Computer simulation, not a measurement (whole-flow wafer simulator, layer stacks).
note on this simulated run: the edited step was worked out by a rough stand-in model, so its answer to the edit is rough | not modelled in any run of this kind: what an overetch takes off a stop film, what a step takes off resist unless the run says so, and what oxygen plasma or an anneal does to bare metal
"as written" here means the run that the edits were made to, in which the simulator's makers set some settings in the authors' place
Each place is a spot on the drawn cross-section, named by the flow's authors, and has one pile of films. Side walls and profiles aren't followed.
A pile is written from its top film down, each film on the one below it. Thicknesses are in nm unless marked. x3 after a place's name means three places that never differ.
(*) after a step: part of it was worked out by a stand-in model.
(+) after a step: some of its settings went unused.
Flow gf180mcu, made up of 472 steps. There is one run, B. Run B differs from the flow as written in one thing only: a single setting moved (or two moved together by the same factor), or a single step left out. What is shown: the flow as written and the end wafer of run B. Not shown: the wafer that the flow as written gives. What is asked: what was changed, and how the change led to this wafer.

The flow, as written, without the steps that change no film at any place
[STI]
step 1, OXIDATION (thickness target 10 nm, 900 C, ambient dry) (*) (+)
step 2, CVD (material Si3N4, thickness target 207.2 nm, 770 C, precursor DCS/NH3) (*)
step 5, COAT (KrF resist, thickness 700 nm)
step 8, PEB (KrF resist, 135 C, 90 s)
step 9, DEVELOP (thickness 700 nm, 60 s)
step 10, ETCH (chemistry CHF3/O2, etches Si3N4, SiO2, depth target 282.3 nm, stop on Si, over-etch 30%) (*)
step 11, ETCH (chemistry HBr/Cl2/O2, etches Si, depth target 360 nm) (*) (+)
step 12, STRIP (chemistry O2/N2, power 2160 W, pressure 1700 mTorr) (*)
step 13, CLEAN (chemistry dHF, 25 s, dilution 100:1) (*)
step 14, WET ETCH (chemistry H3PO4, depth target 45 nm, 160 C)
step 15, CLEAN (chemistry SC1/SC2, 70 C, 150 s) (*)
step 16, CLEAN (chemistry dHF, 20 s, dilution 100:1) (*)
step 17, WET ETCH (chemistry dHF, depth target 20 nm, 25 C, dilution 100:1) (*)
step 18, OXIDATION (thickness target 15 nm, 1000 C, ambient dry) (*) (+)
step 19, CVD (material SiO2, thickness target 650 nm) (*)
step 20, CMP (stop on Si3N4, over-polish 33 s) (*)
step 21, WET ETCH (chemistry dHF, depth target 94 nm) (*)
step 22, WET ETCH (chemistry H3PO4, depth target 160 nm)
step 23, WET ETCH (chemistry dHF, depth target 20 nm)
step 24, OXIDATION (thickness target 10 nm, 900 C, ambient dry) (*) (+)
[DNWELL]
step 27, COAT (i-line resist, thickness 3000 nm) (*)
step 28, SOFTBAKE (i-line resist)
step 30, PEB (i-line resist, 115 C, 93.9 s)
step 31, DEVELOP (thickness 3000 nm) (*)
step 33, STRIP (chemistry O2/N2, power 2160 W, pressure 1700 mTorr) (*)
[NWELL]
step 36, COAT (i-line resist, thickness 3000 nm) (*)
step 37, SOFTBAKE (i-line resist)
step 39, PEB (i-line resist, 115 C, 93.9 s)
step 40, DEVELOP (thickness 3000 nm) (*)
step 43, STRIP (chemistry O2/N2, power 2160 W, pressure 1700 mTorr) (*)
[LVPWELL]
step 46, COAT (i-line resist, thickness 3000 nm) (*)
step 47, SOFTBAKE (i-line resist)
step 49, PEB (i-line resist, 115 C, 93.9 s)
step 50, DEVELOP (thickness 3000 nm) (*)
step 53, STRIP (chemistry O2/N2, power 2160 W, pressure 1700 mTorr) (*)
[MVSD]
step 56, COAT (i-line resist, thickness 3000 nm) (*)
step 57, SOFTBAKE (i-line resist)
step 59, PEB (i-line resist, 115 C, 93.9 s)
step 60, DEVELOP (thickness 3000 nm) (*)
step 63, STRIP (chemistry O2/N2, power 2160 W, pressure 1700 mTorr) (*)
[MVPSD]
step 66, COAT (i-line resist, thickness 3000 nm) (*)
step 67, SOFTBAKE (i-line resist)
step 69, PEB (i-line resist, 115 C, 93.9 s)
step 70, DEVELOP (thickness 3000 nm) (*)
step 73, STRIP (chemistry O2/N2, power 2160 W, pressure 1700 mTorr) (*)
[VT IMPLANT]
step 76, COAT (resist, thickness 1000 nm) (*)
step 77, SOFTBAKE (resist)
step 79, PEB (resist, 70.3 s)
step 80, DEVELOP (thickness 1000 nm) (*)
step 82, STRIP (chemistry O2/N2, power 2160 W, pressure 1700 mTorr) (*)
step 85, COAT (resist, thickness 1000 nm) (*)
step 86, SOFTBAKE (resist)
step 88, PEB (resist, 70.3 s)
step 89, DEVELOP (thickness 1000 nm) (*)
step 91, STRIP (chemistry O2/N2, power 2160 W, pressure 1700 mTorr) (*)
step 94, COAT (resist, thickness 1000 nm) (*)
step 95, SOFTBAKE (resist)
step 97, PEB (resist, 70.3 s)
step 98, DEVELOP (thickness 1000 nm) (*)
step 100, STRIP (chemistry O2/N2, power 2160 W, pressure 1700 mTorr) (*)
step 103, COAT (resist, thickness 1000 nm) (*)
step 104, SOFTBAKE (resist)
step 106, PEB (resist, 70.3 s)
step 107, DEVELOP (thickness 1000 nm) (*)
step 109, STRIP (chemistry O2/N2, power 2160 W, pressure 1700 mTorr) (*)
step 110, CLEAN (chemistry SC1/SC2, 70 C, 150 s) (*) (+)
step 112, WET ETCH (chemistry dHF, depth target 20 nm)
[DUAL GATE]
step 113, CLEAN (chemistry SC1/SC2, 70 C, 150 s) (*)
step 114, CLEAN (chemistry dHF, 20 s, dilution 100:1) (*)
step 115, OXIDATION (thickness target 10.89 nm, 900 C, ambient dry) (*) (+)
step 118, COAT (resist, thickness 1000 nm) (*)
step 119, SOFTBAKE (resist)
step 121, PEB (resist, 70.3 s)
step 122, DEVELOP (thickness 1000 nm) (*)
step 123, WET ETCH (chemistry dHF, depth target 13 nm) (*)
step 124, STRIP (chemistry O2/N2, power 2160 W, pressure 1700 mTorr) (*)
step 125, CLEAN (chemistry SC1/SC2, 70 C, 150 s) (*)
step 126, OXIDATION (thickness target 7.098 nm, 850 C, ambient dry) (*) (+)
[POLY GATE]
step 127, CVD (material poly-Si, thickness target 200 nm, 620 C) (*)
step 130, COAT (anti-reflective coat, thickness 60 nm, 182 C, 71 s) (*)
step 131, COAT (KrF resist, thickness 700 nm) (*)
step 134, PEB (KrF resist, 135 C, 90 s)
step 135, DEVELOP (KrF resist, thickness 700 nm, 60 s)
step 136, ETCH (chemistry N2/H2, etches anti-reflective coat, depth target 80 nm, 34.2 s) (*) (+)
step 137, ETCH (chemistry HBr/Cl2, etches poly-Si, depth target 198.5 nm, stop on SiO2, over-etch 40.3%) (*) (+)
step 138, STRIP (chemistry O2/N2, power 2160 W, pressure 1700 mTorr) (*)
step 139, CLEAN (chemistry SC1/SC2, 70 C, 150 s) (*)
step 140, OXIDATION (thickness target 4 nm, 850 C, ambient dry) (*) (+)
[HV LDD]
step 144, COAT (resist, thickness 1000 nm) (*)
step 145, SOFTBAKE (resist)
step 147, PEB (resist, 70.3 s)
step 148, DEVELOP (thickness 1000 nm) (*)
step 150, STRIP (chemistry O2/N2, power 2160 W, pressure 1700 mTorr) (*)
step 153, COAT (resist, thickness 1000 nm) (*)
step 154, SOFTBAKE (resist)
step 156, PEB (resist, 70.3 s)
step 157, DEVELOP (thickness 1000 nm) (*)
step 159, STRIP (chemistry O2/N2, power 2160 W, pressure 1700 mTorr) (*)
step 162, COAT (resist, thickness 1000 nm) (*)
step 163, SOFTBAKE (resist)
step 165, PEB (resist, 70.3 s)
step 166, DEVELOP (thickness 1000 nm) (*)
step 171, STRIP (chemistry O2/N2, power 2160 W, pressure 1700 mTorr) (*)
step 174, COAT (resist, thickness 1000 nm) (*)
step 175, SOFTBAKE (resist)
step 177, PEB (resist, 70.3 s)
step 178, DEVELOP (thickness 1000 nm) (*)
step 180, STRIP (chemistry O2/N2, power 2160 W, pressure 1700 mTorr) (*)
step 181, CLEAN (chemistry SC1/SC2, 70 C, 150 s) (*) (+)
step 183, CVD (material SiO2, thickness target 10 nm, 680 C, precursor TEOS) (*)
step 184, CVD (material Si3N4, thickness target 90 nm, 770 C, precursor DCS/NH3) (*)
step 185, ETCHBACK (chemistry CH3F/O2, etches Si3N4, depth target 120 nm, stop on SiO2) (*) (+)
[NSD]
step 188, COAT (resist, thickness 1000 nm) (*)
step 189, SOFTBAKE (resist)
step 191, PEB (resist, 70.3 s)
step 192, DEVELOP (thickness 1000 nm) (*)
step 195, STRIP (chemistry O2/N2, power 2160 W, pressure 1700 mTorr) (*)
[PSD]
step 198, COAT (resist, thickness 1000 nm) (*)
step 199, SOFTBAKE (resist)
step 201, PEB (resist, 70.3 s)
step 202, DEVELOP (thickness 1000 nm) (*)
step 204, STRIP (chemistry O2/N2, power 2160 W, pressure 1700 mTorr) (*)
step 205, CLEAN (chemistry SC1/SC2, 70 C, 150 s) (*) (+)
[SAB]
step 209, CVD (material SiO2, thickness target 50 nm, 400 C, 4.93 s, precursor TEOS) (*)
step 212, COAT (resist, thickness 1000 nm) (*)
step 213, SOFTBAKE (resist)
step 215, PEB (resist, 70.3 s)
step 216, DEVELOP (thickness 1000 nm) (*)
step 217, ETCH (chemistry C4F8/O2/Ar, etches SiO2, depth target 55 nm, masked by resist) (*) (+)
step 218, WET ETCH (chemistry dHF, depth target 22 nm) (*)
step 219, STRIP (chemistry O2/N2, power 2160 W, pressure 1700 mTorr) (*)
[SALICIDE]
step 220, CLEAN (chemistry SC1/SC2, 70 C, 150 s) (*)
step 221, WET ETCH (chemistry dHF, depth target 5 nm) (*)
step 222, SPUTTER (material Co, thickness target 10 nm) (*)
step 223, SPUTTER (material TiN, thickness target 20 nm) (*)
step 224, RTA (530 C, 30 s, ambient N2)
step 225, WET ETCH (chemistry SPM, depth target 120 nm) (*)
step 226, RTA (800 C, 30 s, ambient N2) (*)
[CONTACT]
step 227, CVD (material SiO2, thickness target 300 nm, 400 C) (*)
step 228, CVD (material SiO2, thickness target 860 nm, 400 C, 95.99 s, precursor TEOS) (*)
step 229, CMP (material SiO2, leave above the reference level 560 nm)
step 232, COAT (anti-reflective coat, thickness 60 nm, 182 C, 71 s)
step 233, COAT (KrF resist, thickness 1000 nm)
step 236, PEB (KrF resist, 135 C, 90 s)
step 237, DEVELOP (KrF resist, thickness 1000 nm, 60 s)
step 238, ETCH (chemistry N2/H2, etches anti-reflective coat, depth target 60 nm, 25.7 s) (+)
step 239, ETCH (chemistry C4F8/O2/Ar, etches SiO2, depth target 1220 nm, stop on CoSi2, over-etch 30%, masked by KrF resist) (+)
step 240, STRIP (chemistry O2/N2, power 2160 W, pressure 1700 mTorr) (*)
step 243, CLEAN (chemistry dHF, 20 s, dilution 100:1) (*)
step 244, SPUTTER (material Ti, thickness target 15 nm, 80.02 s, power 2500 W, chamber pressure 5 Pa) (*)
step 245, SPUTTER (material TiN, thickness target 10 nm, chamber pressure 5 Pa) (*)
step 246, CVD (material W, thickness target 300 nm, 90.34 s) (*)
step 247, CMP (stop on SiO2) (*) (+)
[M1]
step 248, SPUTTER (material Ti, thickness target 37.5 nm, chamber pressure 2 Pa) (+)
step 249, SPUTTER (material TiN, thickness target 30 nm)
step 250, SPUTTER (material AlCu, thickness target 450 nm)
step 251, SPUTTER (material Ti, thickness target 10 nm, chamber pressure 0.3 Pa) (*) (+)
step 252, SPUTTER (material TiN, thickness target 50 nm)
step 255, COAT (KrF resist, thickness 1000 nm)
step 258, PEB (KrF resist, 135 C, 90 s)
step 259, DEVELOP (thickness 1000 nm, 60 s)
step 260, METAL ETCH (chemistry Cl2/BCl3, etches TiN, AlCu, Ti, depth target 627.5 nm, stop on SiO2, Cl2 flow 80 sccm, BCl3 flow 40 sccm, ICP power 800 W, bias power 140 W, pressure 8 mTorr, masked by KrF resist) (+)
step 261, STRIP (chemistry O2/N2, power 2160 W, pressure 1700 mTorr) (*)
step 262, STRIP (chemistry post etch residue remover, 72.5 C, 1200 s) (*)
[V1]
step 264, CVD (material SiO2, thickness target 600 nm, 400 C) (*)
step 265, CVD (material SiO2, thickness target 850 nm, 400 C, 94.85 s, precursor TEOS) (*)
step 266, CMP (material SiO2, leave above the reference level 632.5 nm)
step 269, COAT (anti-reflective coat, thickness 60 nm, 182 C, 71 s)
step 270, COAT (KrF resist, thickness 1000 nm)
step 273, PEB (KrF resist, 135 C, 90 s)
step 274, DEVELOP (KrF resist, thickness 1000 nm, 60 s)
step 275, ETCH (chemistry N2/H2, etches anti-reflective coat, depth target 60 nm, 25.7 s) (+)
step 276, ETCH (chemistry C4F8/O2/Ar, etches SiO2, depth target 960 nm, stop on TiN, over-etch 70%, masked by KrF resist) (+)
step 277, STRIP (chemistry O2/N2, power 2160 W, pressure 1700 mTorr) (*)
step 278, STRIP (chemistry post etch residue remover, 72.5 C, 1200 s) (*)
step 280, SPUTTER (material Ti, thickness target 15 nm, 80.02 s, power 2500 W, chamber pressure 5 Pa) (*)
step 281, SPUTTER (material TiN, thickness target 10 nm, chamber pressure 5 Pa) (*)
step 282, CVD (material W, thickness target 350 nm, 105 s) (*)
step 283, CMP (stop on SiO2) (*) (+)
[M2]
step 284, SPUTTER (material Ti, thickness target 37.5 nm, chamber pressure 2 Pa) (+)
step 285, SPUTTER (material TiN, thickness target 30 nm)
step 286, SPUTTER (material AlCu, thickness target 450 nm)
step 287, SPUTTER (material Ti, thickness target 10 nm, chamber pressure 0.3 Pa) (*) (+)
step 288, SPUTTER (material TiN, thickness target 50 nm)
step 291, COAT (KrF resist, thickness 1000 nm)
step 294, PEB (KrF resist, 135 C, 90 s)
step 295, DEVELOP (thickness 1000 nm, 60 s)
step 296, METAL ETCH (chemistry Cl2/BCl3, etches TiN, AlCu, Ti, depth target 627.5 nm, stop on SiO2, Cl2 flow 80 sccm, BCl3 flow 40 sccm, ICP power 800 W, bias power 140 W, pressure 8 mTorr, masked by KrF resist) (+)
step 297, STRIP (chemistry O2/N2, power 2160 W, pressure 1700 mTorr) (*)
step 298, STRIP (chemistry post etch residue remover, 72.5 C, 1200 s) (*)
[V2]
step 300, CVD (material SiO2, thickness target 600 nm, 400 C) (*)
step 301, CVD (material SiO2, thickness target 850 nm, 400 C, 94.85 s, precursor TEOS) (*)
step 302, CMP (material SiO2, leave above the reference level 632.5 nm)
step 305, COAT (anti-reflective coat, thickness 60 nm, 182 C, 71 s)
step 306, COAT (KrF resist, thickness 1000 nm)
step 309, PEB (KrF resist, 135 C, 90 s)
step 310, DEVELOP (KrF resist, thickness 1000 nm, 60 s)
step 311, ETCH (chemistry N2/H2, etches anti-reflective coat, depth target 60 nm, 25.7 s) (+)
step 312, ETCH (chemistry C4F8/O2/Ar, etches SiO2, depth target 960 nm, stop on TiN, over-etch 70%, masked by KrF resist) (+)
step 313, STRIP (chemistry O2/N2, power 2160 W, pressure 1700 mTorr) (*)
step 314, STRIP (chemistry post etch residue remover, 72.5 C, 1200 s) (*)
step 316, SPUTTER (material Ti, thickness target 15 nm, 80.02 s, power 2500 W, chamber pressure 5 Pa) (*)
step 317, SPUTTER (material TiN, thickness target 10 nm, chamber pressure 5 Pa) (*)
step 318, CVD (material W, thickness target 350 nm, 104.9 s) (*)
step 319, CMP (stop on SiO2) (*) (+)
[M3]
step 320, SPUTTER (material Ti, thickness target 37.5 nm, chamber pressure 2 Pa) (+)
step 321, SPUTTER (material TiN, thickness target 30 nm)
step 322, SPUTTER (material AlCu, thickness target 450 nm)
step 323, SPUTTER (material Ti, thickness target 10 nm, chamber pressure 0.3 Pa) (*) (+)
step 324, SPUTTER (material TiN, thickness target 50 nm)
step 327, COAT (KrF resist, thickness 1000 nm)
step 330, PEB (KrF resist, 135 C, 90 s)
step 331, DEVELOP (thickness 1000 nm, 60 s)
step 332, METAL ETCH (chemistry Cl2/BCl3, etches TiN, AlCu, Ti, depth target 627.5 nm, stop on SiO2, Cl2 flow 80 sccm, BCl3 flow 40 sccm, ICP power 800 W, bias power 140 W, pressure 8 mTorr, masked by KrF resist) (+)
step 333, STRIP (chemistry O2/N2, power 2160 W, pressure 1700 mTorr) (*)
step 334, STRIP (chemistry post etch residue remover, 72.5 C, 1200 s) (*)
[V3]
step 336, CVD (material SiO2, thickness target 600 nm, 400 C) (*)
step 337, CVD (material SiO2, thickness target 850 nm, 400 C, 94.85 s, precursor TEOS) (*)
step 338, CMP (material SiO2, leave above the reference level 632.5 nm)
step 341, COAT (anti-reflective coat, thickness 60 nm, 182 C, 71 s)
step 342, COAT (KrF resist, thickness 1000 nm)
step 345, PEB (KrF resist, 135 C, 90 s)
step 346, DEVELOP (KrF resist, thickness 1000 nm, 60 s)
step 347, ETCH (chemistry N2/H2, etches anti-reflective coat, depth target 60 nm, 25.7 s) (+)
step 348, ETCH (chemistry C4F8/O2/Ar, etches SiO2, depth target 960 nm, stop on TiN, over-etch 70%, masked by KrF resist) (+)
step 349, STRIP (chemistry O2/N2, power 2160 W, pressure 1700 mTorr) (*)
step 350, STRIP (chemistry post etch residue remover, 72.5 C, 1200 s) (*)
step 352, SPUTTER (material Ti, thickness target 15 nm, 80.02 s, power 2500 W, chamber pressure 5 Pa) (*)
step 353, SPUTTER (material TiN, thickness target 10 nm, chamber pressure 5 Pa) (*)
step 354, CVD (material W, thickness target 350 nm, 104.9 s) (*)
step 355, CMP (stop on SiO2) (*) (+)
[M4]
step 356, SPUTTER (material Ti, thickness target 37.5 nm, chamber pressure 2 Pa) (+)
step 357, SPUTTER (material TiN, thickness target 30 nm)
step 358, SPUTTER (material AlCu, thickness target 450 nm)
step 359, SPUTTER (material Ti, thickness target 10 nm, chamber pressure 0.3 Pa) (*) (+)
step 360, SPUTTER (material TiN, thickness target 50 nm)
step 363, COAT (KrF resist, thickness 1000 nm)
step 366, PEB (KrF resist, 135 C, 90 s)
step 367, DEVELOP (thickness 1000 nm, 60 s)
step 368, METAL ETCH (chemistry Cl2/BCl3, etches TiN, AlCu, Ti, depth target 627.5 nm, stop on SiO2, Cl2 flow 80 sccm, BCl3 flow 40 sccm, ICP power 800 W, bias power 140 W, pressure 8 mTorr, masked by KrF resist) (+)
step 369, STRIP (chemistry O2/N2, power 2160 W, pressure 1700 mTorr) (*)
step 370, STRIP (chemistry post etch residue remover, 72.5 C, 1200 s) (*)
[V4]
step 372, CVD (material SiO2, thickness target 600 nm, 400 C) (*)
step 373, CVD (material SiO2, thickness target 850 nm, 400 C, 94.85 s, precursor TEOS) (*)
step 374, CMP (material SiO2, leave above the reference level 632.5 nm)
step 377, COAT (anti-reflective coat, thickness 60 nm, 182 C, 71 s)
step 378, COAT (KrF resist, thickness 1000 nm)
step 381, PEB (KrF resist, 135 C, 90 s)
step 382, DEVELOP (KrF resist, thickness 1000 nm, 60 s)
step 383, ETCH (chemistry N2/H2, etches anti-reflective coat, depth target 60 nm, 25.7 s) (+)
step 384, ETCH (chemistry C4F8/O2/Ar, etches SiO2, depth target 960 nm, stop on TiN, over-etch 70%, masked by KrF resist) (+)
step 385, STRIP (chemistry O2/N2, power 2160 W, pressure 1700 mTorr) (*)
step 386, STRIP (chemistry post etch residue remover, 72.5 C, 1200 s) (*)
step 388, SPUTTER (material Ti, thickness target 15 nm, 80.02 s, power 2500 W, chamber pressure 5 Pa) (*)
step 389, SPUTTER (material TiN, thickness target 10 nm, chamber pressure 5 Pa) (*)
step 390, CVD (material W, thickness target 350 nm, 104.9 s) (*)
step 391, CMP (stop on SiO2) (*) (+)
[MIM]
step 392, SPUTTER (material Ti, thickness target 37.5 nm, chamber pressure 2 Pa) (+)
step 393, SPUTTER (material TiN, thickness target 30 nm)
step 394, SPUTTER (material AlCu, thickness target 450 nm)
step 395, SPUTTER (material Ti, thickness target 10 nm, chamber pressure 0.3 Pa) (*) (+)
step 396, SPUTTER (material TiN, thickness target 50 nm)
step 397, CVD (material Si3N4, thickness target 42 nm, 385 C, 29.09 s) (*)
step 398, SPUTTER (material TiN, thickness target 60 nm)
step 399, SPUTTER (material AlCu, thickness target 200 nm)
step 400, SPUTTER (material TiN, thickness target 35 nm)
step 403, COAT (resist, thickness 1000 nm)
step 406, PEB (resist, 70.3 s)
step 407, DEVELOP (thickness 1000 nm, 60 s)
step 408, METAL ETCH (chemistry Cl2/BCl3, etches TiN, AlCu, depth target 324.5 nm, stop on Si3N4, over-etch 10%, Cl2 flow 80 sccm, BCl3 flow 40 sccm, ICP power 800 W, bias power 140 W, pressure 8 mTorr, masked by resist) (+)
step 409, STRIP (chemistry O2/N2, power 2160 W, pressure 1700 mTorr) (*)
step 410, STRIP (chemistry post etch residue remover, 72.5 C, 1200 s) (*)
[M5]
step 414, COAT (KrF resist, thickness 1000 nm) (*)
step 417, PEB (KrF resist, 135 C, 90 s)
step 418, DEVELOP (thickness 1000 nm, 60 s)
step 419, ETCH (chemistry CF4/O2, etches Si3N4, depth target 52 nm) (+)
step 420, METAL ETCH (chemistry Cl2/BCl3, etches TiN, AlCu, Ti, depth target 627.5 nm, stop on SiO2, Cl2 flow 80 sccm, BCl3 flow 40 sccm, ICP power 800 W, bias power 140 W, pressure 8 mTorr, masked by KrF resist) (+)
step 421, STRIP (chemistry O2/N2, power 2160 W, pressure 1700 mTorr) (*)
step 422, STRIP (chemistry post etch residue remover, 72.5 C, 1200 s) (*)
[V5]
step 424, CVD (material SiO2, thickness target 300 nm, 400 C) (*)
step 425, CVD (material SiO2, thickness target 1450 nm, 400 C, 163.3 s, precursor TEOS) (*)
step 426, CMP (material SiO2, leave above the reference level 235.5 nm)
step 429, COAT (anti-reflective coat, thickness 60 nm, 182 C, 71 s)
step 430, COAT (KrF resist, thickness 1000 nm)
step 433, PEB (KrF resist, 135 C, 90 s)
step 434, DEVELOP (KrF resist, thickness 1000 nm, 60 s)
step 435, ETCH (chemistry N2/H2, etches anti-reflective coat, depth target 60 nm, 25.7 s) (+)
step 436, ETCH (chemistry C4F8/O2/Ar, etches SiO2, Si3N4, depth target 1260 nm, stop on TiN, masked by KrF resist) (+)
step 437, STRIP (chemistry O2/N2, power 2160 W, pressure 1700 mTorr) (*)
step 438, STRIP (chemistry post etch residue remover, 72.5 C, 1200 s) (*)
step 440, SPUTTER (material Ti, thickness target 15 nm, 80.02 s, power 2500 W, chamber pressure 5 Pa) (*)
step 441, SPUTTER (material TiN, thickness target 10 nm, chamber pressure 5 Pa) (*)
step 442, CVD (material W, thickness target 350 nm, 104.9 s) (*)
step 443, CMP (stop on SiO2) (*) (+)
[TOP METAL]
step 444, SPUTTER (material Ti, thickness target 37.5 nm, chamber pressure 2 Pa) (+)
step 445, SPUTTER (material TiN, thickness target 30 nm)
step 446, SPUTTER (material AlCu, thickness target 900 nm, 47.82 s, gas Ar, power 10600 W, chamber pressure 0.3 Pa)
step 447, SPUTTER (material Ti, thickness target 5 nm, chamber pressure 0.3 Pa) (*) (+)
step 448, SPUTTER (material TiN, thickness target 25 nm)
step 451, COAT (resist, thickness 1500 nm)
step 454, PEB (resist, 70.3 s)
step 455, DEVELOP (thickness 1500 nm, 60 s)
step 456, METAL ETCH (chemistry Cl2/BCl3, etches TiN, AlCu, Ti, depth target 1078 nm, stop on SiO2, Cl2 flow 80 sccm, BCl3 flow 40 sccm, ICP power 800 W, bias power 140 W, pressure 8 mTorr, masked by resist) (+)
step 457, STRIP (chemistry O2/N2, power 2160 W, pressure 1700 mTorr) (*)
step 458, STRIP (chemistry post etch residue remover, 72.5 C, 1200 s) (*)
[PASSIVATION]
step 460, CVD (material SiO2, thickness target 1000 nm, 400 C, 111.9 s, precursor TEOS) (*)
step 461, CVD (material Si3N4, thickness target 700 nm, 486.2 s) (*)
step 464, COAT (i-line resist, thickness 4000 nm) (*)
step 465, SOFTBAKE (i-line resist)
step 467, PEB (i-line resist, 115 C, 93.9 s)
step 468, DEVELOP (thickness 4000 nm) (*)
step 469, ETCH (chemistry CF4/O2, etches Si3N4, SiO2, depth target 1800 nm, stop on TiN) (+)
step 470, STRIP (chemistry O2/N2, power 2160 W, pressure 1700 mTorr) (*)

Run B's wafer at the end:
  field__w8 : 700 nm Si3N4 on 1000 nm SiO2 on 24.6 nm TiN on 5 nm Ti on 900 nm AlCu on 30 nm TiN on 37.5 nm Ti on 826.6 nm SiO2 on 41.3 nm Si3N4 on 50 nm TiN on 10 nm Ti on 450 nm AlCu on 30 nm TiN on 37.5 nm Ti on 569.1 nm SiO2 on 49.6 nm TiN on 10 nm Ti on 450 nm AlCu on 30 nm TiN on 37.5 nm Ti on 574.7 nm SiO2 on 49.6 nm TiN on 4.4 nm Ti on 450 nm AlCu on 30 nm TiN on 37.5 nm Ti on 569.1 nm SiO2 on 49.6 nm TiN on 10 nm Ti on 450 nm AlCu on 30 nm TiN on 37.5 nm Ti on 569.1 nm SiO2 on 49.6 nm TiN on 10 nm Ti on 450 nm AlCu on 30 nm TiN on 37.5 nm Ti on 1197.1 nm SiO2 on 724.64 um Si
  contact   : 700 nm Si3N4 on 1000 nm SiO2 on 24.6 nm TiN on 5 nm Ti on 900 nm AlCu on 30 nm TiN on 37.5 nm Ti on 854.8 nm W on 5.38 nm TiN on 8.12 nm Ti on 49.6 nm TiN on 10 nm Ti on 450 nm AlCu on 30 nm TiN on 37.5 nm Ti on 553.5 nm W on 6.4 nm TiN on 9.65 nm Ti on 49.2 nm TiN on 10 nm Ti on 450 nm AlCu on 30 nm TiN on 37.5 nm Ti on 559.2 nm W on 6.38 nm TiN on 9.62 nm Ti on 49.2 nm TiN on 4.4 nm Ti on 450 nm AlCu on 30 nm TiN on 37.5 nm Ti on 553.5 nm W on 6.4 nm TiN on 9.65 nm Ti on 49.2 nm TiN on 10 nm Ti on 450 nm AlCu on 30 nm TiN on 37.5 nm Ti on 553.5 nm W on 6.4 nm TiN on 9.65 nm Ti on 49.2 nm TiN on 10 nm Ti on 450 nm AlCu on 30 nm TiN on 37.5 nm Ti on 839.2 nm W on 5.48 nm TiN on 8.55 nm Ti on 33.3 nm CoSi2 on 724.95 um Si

What caused this: step 323, SPUTTER: thickness target 4.4 nm was run, whereas the flow has thickness target 10 nm.
The wafer lets one read it off: field__w8 has Ti 4.4, and step 323 as written asks for 10 nm.

How this came from the change, step by step:
  step 323, SPUTTER (material Ti, thickness target 10 nm, chamber pressure 0.3 Pa) (*) (+)
      field, field__w1, field__w2 and 108 more: Ti gains 4.4 (new film) (as written it would have been: Ti gains 10 (new film))
  step 332, METAL ETCH (chemistry Cl2/BCl3, etches TiN, AlCu, Ti, depth target 627.5 nm, stop on SiO2, Cl2 flow 80 sccm, BCl3 flow 40 sccm, ICP power 800 W, bias power 140 W, pressure 8 mTorr, masked by KrF resist) (+)
      field, field__w1, field__w2 and 103 more: TiN loses 50 (all of it), Ti loses 4.4 (all of it), AlCu loses 450 (all of it), TiN loses 30 (all of it), Ti loses 37.5 (all of it) (as written it would have been: TiN loses 50 (all of it), Ti loses 10 (all of it), AlCu loses 450 (all of it), TiN loses 30 (all of it), Ti loses 37.5 (all of it))
